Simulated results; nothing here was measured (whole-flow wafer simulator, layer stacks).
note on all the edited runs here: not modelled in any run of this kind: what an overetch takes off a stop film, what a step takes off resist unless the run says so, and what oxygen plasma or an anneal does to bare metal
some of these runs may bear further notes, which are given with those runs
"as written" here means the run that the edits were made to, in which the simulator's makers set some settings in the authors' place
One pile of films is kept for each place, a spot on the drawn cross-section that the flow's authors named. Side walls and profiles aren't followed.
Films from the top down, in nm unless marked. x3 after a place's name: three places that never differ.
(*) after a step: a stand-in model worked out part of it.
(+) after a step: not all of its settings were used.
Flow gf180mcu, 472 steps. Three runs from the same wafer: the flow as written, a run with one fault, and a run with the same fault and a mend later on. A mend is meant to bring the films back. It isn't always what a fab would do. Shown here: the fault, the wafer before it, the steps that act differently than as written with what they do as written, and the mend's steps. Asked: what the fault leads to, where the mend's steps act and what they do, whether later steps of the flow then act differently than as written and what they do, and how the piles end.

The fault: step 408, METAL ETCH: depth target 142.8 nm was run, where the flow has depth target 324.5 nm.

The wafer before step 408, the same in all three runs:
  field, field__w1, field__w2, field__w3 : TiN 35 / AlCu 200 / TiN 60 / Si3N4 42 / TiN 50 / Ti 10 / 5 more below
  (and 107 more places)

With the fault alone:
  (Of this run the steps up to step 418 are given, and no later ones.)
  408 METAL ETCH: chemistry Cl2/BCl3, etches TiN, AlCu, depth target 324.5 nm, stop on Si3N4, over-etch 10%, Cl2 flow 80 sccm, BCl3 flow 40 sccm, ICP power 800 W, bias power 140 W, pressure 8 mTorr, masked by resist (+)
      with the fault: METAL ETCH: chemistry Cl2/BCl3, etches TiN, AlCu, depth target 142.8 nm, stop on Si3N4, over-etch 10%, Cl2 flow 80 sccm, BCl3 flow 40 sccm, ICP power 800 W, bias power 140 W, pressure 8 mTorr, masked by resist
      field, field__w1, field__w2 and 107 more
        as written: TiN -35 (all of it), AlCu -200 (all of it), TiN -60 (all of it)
        with the fault: TiN -35 (all of it), AlCu -107.8
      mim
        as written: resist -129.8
        with the fault: resist -57.1
  Later steps of the flow that act differently than as written:
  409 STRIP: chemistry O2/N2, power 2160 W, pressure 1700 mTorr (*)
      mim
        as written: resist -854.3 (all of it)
        with the fault: resist -927 (all of it)
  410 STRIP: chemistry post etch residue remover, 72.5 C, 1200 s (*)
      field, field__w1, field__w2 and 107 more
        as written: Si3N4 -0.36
        with the fault: AlCu -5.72
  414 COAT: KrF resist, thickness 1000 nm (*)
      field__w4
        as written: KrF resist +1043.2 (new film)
        with the fault: KrF resist +1019.9 (new film)
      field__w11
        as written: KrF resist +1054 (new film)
        with the fault: KrF resist +1024.6 (new film)
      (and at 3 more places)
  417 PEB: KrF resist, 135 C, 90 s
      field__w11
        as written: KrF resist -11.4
        with the fault: KrF resist -10.8
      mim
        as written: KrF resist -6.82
        with the fault: KrF resist -8.63
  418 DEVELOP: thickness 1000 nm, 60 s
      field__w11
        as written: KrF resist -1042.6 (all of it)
        with the fault: KrF resist -1013.8 (all of it)
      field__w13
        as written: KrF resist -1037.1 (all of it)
        with the fault: KrF resist -1011.3 (all of it)
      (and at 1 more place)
  After step 418 the piles differ from the flow's by more than 2% or 0.5 nm, whichever is larger, at field, field__w1, field__w2 and 109 more.
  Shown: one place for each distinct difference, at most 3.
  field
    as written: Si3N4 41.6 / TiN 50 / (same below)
    with the fault: AlCu 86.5 / TiN 60 / Si3N4 42 / TiN 50 / (same below)
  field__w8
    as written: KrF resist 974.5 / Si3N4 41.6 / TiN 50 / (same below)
    with the fault: KrF resist 974.5 / AlCu 86.5 / TiN 60 / Si3N4 42 / TiN 50 / (same below)
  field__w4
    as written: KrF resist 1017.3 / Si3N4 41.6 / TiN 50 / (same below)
    with the fault: KrF resist 994.2 / AlCu 86.5 / TiN 60 / Si3N4 42 / TiN 50 / (same below)

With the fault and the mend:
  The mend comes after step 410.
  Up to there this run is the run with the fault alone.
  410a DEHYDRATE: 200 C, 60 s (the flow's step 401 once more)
      changes no film at any place that is followed
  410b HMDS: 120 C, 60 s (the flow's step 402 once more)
      changes no film at any place that is followed
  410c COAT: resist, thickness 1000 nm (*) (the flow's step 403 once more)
      field__w8, m1__w1, iso_ptap_pw and 39 more
        resist +1000 (new film)
      field, field_sub__w2, field_sub__w3, field_sub__w4, ld_sd_p, ld_gate_p, ld_acc_p, ld_fp_p
        resist +1000.8 (new film)
      field__w6, field_sub, ld_sd_n, ld_gate_n, ld_acc_n, ld_fp_n, ld_drift_n, ld_drn_n
        resist +1000.7 (new film)
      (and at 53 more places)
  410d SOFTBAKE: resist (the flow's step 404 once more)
      field__w5, field__w9, nplus_u
        resist -0.11
      field__w12, pplus_u
        resist +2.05
      field__w2
        resist +1.72
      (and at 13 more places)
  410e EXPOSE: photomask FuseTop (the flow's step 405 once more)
      changes no film at any place that is followed
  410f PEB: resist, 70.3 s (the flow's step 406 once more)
      field, field__w1, field__w2 and 99 more
        resist -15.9
      field__w7, field__w12, pplus_u, ppoly_u, npoly_sal, ppoly_sal
        resist -16
      field__w11, field__w13
        resist -16.1
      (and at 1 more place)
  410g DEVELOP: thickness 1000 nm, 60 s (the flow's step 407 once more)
      field__w8, m1__w1, iso_ptap_pw and 39 more
        resist -984.1 (all of it)
      field, ld_fp_p, ld_drift_p, ld_drn_p, ld_body_p_dnw, nw_sep_fld, m1_nw
        resist -985 (all of it)
      field__w1, n_well, gate_hv, contact, m1, active_hv, nw_enc_fld_lv__w3
        resist -984.6 (all of it)
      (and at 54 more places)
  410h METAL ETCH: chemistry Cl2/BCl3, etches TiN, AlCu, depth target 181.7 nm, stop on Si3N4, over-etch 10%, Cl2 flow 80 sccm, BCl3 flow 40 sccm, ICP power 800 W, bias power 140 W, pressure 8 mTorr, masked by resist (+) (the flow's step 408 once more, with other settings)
      field, field__w1, field__w2 and 107 more
        AlCu -86.5 (all of it), TiN -60 (all of it)
      mim
        resist -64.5
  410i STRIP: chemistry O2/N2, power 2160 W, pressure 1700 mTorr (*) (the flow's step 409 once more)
      mim
        resist -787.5 (all of it)
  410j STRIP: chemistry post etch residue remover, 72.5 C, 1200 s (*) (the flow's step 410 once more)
      field, field__w1, field__w2 and 107 more
        Si3N4 -0.36
      mim
        TiN -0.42
  No later step of the flow acts differently than as written, at any place that is followed, by more than 2% or 0.5 nm, whichever is larger.
  At the end the piles differ from the flow's only slightly at the places that both follow, by at most 2% or 0.5 nm, whichever is larger.
